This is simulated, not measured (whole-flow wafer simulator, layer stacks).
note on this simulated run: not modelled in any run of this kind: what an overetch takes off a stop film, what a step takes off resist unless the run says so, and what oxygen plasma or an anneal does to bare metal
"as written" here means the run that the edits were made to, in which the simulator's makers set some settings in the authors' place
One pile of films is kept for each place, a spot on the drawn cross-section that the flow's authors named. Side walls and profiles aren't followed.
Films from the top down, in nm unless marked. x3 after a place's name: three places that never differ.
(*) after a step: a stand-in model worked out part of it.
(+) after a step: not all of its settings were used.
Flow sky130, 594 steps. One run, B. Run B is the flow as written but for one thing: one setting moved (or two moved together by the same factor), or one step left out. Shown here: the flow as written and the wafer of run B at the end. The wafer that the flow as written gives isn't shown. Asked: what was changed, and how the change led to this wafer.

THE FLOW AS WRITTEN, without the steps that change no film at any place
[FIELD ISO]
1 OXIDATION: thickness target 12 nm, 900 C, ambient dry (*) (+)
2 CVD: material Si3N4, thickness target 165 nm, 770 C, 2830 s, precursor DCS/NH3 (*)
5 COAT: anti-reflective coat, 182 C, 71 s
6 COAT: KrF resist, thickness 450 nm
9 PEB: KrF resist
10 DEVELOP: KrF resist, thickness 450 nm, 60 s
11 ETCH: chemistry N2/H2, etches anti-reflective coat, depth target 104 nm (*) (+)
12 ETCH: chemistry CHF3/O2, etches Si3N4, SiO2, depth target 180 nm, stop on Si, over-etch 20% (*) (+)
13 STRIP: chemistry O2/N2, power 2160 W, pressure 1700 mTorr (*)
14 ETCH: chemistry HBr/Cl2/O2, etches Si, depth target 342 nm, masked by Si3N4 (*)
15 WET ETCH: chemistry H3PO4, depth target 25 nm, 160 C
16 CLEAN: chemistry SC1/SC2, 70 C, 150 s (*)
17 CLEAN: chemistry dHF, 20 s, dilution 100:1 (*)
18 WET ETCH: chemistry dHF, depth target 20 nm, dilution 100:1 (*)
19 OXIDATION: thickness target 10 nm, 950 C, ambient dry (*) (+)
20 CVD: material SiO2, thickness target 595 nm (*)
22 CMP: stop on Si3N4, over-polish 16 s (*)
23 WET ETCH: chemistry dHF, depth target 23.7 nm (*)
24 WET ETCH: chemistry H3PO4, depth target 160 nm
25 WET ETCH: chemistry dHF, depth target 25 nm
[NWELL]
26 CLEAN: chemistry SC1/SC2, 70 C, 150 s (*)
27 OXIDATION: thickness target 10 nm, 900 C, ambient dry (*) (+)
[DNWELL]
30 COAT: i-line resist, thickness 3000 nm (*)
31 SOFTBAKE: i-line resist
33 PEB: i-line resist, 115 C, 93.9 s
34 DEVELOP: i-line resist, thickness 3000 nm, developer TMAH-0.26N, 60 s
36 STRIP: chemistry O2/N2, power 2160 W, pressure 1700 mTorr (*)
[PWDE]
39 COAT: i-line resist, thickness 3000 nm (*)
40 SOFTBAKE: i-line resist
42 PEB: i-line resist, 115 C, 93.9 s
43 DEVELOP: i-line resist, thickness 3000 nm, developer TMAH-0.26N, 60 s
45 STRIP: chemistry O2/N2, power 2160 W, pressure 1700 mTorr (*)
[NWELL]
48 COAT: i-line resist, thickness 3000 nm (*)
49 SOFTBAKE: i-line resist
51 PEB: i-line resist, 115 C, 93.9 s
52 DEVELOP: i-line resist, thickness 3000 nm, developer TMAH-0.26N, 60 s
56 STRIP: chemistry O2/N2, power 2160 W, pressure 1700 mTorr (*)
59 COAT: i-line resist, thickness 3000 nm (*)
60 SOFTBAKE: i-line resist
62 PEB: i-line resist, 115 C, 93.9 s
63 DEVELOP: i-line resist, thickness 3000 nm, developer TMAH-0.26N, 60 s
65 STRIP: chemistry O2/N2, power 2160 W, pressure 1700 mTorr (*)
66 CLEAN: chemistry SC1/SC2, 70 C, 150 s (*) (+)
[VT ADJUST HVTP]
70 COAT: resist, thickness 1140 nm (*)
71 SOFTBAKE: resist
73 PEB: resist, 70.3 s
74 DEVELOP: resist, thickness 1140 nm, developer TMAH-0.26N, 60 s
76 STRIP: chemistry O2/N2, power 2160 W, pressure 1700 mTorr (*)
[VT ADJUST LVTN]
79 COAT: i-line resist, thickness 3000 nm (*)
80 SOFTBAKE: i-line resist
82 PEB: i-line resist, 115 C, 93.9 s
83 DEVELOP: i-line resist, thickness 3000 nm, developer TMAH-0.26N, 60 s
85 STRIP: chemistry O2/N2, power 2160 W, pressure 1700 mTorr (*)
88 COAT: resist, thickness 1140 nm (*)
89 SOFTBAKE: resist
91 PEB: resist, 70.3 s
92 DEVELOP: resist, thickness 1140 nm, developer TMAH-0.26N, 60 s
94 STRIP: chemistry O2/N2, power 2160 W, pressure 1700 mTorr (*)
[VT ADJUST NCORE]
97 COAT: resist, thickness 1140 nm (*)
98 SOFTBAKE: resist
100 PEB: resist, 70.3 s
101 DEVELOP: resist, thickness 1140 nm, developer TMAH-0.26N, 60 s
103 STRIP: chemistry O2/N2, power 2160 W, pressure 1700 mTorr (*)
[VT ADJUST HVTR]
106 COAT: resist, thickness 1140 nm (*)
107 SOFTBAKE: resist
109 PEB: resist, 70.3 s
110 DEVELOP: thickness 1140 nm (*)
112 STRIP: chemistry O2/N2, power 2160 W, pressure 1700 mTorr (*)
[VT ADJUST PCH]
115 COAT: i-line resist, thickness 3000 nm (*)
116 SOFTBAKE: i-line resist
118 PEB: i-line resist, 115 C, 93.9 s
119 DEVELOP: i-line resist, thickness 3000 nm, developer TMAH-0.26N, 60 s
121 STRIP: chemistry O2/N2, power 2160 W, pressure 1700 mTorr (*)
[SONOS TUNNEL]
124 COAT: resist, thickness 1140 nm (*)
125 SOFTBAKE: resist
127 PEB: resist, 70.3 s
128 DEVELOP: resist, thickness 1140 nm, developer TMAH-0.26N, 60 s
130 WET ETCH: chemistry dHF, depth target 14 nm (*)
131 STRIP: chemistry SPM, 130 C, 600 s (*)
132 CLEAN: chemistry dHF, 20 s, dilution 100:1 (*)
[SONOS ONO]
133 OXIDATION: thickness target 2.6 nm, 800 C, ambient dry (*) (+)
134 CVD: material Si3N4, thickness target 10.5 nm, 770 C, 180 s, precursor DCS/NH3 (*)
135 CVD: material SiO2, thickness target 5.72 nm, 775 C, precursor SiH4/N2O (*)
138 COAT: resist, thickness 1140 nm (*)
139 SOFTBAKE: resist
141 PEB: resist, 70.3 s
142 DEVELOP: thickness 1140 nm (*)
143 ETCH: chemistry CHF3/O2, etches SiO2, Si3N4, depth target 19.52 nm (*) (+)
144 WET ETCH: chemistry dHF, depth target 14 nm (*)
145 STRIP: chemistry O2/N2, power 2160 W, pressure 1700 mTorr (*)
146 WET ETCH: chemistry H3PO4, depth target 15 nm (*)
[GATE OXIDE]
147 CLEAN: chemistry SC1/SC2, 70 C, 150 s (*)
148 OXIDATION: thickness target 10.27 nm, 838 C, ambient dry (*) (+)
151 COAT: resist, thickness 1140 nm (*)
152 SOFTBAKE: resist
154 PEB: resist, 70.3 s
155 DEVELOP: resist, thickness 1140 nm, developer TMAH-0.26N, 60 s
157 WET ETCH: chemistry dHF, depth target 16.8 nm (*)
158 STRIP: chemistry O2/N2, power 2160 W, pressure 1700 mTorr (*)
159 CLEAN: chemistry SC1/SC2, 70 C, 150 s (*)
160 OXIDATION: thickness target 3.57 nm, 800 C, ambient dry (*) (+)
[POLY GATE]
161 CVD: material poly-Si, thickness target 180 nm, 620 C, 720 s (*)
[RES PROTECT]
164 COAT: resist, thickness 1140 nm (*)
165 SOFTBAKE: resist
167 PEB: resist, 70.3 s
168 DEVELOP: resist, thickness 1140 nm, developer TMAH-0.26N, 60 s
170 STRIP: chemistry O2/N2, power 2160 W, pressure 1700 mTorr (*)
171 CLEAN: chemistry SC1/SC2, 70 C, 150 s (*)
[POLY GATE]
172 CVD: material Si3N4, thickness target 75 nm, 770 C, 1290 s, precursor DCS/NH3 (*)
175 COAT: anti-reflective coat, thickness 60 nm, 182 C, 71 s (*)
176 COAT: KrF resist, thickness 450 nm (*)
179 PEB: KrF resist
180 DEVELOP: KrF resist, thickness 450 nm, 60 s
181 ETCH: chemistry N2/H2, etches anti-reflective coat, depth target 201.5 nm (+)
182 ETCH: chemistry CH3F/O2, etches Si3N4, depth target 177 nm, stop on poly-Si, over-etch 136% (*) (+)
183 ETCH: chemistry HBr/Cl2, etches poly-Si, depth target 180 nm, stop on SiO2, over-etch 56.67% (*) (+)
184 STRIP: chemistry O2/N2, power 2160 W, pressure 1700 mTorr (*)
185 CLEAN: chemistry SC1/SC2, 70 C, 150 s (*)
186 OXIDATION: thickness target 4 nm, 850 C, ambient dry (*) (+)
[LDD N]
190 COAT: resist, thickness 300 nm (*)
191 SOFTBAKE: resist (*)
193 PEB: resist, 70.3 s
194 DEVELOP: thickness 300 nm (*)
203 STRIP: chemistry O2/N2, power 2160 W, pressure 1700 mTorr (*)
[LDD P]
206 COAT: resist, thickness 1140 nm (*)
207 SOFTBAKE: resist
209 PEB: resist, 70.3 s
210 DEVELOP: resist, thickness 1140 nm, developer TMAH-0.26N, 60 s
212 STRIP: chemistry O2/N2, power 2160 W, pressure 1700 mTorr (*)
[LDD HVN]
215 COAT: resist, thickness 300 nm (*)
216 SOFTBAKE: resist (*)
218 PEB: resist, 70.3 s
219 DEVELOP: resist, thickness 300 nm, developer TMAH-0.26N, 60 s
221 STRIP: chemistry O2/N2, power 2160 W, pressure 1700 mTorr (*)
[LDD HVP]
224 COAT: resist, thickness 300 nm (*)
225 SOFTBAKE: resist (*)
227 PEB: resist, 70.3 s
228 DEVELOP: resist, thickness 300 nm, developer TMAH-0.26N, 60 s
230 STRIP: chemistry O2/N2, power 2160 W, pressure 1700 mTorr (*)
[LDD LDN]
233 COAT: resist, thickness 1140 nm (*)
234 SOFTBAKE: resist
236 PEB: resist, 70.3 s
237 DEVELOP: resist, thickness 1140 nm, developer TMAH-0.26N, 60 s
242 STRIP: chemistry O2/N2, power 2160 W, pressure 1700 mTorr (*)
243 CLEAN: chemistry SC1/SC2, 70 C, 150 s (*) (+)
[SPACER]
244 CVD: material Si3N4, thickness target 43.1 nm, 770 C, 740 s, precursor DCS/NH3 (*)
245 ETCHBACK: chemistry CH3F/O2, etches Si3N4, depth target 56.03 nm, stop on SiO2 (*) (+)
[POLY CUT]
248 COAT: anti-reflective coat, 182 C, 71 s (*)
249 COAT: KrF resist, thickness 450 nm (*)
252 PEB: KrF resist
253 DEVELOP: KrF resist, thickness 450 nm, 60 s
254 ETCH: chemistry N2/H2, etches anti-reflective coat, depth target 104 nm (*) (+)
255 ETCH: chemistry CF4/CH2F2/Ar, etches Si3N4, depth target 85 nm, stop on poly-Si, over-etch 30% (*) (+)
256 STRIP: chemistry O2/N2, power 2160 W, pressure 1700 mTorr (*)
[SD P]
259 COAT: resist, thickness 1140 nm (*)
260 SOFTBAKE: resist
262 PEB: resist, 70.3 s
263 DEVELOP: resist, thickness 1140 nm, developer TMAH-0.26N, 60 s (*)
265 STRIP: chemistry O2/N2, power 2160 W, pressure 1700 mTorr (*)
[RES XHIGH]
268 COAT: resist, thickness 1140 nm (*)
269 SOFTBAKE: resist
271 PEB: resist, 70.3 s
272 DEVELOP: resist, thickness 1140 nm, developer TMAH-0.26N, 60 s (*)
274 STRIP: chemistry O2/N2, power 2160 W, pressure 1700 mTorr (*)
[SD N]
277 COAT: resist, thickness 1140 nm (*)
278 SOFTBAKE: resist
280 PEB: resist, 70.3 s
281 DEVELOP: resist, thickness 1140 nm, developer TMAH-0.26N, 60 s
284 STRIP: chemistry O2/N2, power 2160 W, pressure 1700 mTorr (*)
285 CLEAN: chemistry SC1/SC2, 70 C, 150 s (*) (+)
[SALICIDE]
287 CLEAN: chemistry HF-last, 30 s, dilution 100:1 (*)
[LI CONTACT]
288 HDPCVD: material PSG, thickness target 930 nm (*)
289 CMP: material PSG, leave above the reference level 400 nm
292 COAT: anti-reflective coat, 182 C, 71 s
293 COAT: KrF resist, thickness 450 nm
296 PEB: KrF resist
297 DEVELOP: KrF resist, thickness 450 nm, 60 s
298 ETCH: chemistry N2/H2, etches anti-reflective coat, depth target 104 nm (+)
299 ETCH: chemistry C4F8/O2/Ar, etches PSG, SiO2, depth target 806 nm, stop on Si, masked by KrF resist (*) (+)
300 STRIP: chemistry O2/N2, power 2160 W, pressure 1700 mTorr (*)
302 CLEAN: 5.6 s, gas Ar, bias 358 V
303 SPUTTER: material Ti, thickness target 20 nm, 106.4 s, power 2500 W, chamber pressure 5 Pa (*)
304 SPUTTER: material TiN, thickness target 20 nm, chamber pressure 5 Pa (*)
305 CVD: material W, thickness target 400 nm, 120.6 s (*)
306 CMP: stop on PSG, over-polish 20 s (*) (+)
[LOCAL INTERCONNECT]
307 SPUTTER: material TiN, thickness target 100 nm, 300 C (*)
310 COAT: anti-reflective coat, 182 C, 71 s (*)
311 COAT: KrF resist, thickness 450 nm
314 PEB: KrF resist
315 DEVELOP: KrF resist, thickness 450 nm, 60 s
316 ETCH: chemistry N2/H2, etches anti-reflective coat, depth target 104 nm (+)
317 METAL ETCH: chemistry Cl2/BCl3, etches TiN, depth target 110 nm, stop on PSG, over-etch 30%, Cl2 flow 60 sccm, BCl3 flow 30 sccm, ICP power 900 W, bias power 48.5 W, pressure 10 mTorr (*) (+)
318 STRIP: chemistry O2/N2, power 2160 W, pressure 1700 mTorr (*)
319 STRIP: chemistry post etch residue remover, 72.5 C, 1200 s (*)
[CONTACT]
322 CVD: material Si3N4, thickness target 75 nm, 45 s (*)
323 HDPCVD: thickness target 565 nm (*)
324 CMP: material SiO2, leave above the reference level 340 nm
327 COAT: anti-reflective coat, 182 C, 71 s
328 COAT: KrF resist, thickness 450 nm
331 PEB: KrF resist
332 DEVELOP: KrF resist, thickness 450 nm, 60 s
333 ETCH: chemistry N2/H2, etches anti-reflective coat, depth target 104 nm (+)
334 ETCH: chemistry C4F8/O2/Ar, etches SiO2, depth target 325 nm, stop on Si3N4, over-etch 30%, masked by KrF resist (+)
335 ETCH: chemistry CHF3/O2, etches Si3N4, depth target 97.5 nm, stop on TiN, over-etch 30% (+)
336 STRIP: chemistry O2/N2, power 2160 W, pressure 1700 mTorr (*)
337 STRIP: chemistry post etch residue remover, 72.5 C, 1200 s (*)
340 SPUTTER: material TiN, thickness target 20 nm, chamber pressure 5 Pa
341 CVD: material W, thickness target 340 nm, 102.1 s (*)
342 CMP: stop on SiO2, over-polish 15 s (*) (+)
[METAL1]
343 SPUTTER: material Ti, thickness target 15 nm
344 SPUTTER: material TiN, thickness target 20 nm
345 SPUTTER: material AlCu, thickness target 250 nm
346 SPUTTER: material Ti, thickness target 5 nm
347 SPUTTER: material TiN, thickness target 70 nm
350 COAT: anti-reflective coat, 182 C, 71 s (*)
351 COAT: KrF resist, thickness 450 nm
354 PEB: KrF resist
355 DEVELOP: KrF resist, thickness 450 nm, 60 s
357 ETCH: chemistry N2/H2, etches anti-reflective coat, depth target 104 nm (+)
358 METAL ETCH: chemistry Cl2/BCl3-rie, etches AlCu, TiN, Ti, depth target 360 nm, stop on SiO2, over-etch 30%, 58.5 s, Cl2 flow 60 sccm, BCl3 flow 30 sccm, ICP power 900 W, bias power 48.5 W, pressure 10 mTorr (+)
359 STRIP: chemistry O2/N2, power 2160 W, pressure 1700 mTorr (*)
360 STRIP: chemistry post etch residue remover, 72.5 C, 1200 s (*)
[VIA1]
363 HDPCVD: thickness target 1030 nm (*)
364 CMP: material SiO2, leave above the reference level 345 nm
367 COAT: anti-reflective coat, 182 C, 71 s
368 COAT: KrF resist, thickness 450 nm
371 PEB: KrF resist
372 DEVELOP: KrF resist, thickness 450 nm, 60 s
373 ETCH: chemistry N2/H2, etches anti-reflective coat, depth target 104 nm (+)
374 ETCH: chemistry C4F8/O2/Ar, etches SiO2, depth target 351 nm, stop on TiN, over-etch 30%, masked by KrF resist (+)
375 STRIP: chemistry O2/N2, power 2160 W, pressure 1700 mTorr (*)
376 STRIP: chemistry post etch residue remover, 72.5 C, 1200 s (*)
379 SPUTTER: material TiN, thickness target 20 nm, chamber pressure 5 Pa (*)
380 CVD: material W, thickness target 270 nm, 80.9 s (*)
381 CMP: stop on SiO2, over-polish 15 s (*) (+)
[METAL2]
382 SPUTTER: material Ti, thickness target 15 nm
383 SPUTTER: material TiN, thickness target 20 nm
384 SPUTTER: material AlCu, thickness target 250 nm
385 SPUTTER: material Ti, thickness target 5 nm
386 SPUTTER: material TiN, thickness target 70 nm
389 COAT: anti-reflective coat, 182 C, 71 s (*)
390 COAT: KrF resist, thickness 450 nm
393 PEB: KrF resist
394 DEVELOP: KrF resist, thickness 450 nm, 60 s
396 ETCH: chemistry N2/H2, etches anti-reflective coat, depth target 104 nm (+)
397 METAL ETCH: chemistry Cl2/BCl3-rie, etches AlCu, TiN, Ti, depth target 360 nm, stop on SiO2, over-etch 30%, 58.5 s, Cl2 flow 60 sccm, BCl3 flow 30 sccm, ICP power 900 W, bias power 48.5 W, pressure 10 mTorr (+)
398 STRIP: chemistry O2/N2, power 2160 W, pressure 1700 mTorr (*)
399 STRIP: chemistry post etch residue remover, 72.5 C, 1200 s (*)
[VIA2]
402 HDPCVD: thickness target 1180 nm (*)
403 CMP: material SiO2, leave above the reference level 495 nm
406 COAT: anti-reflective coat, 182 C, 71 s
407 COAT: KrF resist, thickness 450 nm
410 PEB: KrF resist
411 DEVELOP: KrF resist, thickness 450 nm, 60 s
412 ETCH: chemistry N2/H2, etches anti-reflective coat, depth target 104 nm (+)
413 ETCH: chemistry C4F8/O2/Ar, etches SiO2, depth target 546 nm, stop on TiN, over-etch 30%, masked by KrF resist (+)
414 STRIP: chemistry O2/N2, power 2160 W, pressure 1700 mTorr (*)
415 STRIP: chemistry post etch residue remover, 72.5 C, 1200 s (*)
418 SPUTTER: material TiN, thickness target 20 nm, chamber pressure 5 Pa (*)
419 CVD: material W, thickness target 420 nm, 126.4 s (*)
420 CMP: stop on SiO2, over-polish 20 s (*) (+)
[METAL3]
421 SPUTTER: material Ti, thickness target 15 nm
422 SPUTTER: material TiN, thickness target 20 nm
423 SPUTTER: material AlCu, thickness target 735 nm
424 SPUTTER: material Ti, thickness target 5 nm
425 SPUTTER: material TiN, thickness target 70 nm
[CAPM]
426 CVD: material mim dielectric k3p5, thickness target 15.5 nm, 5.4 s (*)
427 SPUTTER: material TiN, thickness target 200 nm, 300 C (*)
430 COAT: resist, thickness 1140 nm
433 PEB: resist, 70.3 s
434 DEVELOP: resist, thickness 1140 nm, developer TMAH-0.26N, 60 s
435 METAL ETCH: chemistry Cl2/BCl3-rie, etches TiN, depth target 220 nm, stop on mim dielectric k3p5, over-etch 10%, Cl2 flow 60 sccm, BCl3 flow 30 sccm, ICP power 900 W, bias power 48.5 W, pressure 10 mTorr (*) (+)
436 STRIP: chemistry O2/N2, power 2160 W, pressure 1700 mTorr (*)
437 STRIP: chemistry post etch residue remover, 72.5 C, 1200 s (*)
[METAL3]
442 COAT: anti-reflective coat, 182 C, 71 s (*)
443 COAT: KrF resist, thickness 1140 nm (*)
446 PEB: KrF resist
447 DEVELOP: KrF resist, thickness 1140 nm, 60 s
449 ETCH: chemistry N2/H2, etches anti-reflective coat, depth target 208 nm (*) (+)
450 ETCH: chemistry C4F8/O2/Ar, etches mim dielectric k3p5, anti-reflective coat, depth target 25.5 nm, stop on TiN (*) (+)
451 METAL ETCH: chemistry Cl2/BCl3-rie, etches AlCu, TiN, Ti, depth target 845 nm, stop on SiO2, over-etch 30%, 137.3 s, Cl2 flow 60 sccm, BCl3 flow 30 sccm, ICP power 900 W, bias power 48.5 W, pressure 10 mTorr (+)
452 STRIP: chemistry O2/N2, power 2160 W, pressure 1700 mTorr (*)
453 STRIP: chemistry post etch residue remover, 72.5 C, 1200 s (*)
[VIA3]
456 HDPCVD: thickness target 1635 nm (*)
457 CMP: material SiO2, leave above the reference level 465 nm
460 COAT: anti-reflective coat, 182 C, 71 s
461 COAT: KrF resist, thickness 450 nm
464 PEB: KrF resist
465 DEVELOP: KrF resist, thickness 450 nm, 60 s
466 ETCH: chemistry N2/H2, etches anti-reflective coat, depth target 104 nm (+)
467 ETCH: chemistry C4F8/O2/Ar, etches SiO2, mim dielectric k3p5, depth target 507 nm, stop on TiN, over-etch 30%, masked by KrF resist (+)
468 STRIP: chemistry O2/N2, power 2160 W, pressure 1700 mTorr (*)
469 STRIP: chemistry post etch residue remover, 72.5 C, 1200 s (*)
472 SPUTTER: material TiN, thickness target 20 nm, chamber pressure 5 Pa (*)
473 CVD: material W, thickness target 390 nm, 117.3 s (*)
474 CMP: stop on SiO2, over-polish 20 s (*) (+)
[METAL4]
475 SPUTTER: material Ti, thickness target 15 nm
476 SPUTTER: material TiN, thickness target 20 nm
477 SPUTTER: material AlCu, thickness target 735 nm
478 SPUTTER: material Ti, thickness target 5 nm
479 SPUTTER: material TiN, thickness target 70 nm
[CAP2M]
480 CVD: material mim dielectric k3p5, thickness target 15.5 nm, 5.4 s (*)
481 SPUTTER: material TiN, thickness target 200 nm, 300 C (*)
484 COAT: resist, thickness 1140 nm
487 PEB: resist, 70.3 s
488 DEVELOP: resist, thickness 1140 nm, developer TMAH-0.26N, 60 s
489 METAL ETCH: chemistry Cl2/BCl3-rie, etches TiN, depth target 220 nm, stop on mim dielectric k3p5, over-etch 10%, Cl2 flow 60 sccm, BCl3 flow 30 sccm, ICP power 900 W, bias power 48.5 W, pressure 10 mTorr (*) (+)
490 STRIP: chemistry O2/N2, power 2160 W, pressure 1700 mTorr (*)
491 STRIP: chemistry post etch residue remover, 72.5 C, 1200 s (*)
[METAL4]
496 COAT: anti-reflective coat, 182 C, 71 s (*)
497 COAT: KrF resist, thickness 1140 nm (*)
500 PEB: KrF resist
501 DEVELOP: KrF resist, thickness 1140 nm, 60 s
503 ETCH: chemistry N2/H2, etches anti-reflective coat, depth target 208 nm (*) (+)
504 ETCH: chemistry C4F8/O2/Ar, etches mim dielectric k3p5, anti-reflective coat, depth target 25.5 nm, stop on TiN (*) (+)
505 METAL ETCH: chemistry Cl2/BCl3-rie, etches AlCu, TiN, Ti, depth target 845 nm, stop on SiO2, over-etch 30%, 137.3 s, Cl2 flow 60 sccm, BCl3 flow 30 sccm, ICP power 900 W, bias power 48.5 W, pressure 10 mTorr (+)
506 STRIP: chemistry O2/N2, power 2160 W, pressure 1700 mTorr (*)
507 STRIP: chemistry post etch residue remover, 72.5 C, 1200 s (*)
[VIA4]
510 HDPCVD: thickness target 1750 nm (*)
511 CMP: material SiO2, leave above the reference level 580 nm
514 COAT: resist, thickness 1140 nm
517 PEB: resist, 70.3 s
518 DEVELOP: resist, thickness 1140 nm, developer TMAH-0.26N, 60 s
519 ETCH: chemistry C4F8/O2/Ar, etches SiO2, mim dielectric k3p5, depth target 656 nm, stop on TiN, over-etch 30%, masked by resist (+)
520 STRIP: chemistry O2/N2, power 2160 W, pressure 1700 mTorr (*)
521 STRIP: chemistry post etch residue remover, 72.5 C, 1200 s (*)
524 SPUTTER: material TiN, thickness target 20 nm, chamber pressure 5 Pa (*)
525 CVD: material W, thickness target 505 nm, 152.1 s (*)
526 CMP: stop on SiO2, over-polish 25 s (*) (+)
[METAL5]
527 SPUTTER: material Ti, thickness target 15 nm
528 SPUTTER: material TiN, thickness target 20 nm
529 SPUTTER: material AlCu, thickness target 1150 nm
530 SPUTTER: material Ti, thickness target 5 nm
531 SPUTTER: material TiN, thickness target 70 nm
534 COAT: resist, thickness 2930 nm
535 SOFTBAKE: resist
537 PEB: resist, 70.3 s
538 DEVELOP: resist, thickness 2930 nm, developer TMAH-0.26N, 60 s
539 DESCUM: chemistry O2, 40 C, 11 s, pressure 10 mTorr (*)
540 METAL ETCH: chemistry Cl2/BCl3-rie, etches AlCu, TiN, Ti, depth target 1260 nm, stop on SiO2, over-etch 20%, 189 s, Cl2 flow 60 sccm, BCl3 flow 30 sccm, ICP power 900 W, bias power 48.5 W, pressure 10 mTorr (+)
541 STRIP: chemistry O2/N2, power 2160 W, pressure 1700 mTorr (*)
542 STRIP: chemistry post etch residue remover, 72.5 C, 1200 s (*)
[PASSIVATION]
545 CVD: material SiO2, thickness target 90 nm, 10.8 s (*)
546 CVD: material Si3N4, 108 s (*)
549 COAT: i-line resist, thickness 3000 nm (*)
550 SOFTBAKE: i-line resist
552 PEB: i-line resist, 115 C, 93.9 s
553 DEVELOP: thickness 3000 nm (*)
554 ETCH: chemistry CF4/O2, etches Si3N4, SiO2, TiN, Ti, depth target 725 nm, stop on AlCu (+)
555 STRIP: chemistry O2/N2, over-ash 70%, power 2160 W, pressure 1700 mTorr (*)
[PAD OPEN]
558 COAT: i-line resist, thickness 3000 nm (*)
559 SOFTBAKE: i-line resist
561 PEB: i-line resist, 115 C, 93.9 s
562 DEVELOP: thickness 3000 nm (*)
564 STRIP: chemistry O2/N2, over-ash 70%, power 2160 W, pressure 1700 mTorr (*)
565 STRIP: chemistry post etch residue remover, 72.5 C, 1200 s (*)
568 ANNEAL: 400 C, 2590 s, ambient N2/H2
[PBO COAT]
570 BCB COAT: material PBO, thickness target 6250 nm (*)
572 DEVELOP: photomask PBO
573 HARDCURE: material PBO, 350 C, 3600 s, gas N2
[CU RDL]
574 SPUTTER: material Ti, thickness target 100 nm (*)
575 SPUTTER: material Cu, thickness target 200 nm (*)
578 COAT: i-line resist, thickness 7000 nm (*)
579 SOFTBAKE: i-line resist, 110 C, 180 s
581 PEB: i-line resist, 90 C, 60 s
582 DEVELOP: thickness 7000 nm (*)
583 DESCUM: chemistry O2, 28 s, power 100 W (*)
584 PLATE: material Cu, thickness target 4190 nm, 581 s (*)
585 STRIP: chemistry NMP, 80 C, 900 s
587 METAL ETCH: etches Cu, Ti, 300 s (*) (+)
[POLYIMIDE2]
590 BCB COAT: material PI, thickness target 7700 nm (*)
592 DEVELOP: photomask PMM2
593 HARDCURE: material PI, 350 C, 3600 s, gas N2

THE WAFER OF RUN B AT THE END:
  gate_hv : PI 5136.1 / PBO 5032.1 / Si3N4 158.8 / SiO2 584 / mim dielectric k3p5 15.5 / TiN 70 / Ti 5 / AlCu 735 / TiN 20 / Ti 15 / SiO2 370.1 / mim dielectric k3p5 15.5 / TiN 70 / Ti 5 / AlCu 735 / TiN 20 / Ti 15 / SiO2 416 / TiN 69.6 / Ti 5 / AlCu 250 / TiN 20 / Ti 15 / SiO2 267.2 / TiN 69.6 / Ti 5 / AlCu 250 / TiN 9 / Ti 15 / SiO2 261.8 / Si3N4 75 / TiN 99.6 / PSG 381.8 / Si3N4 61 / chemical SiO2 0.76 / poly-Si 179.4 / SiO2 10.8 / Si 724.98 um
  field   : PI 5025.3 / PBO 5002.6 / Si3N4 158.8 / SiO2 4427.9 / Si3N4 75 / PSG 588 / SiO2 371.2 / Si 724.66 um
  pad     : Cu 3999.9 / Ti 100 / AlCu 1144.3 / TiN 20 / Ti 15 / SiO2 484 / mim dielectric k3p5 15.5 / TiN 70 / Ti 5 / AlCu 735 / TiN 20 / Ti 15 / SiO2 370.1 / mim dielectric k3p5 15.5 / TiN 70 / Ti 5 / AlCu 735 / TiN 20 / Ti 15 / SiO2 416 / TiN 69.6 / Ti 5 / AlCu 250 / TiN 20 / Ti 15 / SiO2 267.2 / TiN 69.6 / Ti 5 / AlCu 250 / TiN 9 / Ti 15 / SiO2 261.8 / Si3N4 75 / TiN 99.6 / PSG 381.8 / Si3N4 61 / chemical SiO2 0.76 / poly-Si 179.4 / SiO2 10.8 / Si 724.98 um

The cause: step 344, SPUTTER: thickness target 9 nm was run, where the flow has thickness target 20 nm.
It can be read off the wafer: gate_hv has TiN 9, and step 344 as written asks for 20 nm.

How the change led to this, step by step:
  344 SPUTTER: material TiN, thickness target 20 nm
      field, active, n_well and 188 more: TiN +9 (new film) (as written it would be: TiN +20 (new film))
  358 METAL ETCH: chemistry Cl2/BCl3-rie, etches AlCu, TiN, Ti, depth target 360 nm, stop on SiO2, over-etch 30%, 58.5 s, Cl2 flow 60 sccm, BCl3 flow 30 sccm, ICP power 900 W, bias power 48.5 W, pressure 10 mTorr (+)
      field, active, gate and 81 more: TiN -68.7 (all of it), Ti -5 (all of it), AlCu -250 (all of it), TiN -9 (all of it), Ti -15 (all of it), SiO2 -12 (as written it would be: TiN -68.7 (all of it), Ti -5 (all of it), AlCu -250 (all of it), TiN -20 (all of it), Ti -15 (all of it), SiO2 -10.9)
  364 CMP: material SiO2, leave above the reference level 345 nm
      field, active, gate and 81 more: SiO2 -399 (as written it would be: SiO2 -389.1)
